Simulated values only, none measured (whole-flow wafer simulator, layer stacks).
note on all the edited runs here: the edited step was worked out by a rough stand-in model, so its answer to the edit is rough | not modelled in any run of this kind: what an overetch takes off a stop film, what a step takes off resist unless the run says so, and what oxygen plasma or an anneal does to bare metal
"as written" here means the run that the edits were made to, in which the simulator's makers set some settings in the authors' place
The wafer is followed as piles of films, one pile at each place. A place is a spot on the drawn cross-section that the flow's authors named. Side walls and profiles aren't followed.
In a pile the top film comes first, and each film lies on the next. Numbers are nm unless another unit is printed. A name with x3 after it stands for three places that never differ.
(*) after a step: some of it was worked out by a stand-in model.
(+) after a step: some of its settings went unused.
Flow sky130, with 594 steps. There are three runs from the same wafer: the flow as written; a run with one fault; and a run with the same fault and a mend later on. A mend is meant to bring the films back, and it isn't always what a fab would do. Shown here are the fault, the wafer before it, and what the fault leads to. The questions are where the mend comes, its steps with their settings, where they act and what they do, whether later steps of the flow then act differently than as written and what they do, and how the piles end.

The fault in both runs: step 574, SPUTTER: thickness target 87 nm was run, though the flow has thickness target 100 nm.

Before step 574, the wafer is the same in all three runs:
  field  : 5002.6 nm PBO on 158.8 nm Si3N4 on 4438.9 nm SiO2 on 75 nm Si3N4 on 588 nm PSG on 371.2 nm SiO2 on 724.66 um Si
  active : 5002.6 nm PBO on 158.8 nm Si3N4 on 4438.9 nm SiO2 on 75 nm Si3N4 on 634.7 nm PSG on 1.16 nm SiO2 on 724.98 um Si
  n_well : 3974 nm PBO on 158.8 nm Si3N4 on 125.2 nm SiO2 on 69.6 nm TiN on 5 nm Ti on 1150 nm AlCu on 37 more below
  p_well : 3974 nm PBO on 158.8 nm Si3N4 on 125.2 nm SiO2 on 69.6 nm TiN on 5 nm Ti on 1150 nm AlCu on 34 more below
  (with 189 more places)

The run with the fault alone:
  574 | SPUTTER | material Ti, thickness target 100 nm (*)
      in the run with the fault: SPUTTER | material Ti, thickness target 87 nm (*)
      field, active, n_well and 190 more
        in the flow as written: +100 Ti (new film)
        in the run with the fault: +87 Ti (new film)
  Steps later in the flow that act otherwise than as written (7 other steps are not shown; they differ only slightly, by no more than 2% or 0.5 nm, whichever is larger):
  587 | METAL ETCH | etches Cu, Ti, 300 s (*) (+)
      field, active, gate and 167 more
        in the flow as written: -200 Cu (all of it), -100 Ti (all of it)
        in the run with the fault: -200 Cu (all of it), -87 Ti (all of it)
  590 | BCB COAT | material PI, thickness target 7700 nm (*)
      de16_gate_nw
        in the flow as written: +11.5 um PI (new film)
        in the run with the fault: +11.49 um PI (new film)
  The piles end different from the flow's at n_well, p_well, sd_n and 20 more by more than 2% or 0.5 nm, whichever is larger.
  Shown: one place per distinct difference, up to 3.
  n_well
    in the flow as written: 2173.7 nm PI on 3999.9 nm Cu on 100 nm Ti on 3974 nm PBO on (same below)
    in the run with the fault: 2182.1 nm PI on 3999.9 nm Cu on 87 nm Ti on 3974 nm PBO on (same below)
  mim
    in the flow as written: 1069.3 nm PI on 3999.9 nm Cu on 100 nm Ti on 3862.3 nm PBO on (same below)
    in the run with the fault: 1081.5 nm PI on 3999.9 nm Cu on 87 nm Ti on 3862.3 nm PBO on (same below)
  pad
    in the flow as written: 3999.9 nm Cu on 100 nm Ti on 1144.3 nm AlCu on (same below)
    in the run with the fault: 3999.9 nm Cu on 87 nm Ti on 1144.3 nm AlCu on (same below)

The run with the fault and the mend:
  The mend follows step 574.
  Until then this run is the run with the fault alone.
  574a | SPUTTER | material Ti, thickness target 13 nm (*) (a further turn of the flow's step 574, with different settings)
      field, active, n_well and 190 more
        +13 Ti
  Every later step of the flow that is run acts as written at every place that is followed.
  By the end, the piles equal the flow's at every place that both follow.
